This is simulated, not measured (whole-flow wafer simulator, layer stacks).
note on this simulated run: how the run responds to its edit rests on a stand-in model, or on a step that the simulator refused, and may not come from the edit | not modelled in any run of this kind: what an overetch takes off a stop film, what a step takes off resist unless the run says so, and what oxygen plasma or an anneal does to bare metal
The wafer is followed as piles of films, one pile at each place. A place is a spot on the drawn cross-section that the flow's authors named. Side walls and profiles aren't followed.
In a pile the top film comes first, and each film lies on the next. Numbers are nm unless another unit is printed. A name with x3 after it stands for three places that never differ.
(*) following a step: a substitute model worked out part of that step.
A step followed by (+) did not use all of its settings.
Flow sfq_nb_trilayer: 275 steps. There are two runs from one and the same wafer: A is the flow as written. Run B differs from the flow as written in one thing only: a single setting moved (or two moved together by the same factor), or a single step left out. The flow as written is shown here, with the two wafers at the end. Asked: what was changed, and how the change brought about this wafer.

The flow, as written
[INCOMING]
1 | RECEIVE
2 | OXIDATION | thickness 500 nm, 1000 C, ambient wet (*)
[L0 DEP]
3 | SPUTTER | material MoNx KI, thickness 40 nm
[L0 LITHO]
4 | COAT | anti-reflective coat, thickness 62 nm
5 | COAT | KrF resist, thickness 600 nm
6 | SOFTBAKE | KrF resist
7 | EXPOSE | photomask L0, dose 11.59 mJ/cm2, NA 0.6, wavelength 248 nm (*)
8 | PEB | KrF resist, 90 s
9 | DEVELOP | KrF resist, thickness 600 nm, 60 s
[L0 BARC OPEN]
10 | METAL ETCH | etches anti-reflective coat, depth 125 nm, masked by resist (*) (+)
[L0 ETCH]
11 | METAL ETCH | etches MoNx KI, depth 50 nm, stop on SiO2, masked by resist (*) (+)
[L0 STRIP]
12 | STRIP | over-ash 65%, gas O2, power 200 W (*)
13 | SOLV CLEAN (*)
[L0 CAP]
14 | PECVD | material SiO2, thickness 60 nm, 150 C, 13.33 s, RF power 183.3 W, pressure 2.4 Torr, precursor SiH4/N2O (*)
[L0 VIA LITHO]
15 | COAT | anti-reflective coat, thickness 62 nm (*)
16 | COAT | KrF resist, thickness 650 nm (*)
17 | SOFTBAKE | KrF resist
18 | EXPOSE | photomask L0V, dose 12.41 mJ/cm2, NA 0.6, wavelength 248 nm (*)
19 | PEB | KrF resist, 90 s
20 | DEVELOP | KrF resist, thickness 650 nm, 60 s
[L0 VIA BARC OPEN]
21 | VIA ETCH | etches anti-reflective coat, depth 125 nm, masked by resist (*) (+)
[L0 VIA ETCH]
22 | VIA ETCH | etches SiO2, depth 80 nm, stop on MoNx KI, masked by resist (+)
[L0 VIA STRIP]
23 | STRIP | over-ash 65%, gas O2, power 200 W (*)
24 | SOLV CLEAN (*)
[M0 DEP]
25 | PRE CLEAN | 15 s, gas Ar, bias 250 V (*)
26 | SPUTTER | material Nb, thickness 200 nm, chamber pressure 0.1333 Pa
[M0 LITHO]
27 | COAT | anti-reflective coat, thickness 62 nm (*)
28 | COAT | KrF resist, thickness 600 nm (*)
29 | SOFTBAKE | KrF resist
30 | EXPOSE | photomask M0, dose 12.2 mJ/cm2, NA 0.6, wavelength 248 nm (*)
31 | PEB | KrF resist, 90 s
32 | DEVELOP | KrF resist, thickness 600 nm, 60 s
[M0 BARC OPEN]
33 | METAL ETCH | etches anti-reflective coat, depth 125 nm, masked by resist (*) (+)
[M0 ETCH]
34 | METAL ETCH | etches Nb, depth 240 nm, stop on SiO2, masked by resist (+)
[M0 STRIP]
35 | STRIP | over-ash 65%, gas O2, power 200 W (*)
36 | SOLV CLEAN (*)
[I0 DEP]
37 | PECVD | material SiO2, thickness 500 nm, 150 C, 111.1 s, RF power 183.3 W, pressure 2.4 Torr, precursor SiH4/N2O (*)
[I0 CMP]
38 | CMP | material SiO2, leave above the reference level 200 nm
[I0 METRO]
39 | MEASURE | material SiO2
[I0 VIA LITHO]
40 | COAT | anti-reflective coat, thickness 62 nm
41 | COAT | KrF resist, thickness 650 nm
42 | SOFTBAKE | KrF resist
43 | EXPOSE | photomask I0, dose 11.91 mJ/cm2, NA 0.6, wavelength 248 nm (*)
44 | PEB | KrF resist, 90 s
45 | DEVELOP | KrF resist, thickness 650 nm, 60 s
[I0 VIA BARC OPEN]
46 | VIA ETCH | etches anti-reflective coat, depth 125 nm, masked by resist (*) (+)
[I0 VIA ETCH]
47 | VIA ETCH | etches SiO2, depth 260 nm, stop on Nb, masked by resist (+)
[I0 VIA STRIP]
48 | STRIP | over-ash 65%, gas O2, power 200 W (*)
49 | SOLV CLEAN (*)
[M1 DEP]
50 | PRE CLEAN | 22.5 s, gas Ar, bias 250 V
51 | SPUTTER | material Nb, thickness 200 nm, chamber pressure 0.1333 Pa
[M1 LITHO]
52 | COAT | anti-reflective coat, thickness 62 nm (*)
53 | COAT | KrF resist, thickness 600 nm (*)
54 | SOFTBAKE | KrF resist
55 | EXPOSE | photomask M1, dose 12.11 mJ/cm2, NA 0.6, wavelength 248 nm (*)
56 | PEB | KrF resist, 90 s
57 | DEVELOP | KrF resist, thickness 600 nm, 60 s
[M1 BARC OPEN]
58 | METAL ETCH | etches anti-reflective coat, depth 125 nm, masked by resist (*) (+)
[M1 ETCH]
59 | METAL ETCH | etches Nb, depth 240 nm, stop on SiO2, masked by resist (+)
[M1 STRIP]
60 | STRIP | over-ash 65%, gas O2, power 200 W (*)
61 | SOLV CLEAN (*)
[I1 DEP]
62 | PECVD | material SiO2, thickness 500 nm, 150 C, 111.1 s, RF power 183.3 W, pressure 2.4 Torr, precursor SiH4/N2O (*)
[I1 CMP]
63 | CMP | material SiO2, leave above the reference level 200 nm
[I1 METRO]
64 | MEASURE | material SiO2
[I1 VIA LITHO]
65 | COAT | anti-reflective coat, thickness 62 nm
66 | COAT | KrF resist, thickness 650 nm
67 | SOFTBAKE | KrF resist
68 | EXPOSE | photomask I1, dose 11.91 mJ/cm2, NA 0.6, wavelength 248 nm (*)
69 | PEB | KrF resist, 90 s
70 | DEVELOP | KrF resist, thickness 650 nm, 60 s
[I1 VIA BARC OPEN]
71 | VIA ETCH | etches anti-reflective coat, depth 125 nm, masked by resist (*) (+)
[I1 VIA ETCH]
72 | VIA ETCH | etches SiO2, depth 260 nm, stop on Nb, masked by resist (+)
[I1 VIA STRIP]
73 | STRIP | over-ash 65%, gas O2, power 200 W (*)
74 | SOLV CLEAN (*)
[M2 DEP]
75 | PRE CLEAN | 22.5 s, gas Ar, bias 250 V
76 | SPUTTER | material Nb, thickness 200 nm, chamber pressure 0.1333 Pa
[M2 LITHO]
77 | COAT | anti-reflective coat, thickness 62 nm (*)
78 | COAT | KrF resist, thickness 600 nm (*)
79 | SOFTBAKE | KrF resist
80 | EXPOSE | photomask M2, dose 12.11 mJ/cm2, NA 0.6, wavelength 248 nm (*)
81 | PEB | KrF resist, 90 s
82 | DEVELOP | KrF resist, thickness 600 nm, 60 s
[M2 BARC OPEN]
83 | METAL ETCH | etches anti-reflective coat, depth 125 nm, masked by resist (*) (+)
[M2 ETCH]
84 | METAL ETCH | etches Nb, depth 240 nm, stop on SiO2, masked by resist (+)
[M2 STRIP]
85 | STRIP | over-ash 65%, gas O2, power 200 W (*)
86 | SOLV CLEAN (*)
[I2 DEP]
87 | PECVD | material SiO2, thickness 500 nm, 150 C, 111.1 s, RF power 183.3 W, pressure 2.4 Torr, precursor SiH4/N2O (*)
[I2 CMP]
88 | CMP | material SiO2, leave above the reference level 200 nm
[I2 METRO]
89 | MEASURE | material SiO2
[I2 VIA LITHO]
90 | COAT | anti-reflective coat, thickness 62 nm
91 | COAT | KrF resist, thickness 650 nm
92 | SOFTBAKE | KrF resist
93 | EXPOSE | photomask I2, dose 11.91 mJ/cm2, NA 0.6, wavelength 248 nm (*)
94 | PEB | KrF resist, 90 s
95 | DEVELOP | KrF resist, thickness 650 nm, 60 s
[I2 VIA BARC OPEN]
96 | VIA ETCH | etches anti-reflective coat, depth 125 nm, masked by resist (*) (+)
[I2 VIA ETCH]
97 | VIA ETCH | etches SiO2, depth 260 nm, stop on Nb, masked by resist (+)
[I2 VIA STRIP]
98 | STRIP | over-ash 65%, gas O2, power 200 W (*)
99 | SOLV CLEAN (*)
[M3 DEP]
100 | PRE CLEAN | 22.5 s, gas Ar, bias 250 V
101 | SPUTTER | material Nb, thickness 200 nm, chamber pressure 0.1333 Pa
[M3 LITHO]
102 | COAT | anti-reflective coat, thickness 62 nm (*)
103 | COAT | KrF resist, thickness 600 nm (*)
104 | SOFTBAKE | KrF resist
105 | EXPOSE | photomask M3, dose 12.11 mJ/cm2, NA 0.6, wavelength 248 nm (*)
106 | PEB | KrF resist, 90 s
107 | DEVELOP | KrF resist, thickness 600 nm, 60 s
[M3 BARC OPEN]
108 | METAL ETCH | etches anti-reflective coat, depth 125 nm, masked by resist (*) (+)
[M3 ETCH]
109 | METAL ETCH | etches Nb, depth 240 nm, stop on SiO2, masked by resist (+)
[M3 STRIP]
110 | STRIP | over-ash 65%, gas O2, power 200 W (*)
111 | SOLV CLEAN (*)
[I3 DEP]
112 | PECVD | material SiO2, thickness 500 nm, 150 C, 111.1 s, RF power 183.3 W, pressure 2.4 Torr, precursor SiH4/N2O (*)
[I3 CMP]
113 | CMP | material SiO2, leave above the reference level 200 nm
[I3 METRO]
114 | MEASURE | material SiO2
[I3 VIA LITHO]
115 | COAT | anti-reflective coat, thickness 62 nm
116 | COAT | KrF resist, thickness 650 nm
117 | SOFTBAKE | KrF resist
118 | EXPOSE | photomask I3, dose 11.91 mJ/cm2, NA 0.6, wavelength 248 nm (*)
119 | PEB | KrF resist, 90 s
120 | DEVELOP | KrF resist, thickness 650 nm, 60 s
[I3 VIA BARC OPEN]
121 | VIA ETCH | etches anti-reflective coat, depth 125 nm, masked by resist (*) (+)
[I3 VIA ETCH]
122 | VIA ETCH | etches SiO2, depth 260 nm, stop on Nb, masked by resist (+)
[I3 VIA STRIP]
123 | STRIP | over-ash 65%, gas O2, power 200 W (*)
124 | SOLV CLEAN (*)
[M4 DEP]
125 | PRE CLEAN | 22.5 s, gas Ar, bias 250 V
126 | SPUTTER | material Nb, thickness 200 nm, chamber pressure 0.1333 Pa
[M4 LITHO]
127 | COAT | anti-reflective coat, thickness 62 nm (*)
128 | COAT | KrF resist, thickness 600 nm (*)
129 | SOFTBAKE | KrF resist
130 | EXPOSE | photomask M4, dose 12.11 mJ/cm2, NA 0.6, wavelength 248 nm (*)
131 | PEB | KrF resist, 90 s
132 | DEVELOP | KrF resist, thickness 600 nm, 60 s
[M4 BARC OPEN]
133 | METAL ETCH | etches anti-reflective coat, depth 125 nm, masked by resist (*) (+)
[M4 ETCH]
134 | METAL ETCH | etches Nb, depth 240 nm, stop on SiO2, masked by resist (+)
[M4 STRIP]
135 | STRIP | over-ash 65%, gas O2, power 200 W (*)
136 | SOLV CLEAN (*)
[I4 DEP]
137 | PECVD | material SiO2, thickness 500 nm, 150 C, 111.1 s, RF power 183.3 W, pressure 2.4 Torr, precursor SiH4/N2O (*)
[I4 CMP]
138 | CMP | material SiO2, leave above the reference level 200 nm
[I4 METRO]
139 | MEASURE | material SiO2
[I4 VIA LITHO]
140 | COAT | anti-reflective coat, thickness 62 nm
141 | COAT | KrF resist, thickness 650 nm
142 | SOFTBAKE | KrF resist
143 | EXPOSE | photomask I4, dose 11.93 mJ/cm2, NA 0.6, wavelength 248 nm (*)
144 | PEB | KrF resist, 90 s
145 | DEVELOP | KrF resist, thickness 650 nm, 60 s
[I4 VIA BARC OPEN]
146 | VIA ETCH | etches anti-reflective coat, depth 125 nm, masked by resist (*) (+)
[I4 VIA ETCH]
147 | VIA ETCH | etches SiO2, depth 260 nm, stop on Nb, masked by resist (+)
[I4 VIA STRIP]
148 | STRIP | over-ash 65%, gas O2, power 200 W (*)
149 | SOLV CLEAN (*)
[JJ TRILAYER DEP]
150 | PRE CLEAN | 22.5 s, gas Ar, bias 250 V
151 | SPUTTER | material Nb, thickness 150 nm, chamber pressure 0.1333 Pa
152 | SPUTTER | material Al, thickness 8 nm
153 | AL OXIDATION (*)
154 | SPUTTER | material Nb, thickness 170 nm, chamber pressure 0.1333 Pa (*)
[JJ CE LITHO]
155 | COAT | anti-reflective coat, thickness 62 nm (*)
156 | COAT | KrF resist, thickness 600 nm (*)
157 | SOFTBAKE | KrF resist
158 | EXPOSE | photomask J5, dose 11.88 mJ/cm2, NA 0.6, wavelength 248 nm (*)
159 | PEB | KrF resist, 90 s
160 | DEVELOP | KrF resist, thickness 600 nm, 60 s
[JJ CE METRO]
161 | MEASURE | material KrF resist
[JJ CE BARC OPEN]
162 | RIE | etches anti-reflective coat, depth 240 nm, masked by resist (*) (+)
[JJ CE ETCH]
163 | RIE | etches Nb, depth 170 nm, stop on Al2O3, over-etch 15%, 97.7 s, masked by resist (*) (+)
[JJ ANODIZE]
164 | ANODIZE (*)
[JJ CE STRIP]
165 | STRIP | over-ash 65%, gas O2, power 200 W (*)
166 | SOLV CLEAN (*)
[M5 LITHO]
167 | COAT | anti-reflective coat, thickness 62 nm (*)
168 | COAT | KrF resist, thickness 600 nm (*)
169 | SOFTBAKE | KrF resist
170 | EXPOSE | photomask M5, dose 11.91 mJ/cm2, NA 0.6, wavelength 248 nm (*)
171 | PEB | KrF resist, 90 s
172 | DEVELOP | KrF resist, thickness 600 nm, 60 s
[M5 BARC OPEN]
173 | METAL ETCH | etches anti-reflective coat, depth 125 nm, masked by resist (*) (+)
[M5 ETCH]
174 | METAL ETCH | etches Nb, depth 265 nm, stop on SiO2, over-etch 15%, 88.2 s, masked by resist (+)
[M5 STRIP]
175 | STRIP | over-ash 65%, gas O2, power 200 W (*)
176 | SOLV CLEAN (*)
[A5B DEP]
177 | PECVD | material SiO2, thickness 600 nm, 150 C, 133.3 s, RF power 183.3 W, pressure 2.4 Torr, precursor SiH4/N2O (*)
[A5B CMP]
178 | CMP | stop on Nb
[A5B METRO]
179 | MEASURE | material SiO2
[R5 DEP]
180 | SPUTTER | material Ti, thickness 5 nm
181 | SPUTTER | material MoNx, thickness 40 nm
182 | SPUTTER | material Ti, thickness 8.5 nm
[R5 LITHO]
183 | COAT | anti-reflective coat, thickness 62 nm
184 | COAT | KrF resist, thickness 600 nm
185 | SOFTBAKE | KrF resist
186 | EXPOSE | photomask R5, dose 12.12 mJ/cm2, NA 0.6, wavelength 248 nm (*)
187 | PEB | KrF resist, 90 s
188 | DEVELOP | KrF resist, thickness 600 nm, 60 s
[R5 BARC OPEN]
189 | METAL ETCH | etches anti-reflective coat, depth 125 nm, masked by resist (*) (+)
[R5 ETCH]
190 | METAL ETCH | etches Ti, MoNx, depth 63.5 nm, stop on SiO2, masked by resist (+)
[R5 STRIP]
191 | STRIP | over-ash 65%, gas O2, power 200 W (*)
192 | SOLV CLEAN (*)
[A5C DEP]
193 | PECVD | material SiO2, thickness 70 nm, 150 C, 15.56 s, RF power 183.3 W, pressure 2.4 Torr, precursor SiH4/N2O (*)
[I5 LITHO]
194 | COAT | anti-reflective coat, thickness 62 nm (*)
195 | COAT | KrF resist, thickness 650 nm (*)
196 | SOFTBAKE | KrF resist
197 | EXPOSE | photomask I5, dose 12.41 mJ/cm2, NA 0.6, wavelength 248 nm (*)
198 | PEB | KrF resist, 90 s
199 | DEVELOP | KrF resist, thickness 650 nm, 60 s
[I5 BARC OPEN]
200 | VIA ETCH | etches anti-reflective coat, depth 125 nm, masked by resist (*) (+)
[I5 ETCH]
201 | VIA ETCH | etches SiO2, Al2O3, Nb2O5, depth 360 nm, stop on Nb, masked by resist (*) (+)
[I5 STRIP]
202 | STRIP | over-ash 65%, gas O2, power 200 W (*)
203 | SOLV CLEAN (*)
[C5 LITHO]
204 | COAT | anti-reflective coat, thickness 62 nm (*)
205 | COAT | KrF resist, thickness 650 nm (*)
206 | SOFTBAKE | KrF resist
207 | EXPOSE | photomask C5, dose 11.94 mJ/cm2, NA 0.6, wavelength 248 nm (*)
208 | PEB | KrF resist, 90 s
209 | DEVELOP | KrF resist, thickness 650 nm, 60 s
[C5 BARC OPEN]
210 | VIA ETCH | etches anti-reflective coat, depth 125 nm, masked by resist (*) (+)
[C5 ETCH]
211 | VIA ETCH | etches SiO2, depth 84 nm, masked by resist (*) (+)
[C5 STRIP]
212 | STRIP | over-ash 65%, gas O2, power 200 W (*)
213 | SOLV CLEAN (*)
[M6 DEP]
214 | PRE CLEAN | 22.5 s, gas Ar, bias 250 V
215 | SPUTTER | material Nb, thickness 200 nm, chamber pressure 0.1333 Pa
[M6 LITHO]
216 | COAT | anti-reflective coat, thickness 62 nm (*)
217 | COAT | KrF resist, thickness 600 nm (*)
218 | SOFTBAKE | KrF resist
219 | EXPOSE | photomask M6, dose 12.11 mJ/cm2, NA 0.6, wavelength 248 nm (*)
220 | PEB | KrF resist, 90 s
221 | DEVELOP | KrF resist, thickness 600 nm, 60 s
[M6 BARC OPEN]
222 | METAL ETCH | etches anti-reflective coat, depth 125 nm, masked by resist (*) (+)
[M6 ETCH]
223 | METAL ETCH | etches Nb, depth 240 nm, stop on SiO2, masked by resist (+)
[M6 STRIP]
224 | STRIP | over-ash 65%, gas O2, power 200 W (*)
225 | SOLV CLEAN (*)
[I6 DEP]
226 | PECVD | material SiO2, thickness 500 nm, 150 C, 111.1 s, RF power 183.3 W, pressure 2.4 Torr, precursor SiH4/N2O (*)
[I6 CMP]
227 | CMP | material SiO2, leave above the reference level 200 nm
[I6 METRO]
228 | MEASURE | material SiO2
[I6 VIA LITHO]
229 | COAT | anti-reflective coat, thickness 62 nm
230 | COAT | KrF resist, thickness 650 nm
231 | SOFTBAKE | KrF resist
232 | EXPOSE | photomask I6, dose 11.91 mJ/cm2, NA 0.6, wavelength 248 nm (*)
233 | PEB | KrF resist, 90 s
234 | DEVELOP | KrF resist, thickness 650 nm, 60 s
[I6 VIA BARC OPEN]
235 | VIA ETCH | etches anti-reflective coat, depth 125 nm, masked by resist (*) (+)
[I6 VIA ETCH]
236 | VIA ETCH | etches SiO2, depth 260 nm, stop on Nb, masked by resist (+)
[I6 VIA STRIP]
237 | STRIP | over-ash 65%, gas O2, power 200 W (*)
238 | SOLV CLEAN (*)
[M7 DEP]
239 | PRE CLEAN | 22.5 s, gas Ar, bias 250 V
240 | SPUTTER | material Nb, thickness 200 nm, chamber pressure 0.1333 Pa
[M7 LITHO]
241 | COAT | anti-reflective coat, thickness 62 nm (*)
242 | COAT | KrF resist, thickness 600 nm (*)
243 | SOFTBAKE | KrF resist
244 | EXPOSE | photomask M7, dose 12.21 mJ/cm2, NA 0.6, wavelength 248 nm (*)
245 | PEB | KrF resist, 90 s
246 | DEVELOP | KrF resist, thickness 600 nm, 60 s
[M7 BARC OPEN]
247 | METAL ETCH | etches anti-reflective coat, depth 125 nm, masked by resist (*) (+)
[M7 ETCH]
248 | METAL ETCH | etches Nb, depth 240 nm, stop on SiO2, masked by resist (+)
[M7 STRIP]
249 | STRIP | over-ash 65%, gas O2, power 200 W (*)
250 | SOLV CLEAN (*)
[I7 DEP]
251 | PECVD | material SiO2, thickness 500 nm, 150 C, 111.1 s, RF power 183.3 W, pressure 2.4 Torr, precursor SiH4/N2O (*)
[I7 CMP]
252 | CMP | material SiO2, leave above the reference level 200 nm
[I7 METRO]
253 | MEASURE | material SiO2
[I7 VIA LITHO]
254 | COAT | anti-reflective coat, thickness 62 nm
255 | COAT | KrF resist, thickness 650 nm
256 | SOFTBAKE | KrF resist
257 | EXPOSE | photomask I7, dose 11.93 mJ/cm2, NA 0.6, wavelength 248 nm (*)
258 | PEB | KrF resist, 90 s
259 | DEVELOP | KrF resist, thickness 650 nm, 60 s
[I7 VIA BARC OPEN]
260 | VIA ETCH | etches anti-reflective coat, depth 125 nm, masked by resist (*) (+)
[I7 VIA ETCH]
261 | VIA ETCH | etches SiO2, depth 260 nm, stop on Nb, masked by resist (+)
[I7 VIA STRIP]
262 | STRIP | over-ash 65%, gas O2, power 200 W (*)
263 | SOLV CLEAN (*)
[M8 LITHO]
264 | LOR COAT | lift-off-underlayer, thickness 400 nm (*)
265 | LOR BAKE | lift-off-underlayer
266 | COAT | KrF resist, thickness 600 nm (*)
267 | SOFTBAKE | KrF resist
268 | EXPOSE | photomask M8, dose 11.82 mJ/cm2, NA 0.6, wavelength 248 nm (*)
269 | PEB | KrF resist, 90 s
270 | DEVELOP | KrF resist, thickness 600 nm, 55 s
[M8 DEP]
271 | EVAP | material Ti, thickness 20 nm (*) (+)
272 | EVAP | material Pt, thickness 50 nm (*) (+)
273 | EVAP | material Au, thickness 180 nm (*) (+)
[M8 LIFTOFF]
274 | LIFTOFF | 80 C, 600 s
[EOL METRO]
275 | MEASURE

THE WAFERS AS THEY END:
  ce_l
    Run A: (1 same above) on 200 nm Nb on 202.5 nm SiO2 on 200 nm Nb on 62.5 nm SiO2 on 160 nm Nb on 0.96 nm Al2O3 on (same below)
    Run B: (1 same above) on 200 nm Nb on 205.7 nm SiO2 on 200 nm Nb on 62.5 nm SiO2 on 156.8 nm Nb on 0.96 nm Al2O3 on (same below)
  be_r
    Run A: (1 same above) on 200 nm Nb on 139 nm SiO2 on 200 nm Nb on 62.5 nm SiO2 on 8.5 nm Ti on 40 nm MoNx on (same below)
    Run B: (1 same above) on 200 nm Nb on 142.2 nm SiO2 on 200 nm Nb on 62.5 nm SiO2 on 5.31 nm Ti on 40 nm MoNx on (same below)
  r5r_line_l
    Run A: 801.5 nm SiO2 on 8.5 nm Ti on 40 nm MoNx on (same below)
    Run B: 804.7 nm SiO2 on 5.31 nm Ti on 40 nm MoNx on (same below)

Cause: step 182, SPUTTER: thickness 5.31 nm was run, whereas the flow has thickness 8.5 nm.
The wafer lets one read it off: be_r has Ti 5.31, and step 182 as written asks for 8.5 nm.

How this came from the change, step by step:
  182 | SPUTTER | material Ti, thickness 8.5 nm
      field_l, v_sur, via_wl and 103 more: A +8.5 Ti (new film) | B +5.31 Ti (new film)
  190 | METAL ETCH | etches Ti, MoNx, depth 63.5 nm, stop on SiO2, masked by resist (+)
      field_l, v_sur, via_wl and 92 more: A -8.5 Ti (all of it), -40 MoNx (all of it), -5 Ti (all of it) | B -5.31 Ti (all of it), -40 MoNx (all of it), -5 Ti (all of it)
      ce_l, c5j, ce_r, wl_jj: A -8.5 Ti (all of it), -40 MoNx (all of it), -5 Ti (all of it), -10 Nb | B -5.31 Ti (all of it), -40 MoNx (all of it), -5 Ti (all of it), -13.2 Nb
  194 | COAT | anti-reflective coat, thickness 62 nm (*)
      ce_l: A +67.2 anti-reflective coat (new film) | B +68.6 anti-reflective coat (new film)
  202 | STRIP | over-ash 65%, gas O2, power 200 W (*)
      ce_l: A -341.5 KrF resist (all of it), -67.2 anti-reflective coat (all of it) | B -342.3 KrF resist (all of it), -68.6 anti-reflective coat (all of it)
  204 | COAT | anti-reflective coat, thickness 62 nm (*)
      ce_l: A +66 anti-reflective coat (new film) | B +67.4 anti-reflective coat (new film)
      sp_r: A +69.9 anti-reflective coat (new film) | B +68.5 anti-reflective coat (new film)
  212 | STRIP | over-ash 65%, gas O2, power 200 W (*)
      ce_l: A -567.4 KrF resist (all of it), -66 anti-reflective coat (all of it) | B -568 KrF resist (all of it), -67.4 anti-reflective coat (all of it)
      sp_r: A -565.3 KrF resist (all of it), -69.9 anti-reflective coat (all of it) | B -565.1 KrF resist (all of it), -68.5 anti-reflective coat (all of it)
  216 | COAT | anti-reflective coat, thickness 62 nm (*)
      ce_l: A +48 anti-reflective coat (new film) | B +49 anti-reflective coat (new film)
      ce_r: A +48.8 anti-reflective coat (new film) | B +49.8 anti-reflective coat (new film)
      (also at 1 further place)
  224 | STRIP | over-ash 65%, gas O2, power 200 W (*)
      ce_l: A -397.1 KrF resist (all of it), -48 anti-reflective coat (all of it) | B -398.3 KrF resist (all of it), -49 anti-reflective coat (all of it)
      ce_r: A -403.5 KrF resist (all of it), -48.8 anti-reflective coat (all of it) | B -404.3 KrF resist (all of it), -49.8 anti-reflective coat (all of it)
      (also at 1 further place)
  227 | CMP | material SiO2, leave above the reference level 200 nm
      r5r_line_l, r5r_spacepad_l, r5r_spacepad_r, r5r_line_c, r5r_line_r: A -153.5 SiO2 | B -150.3 SiO2
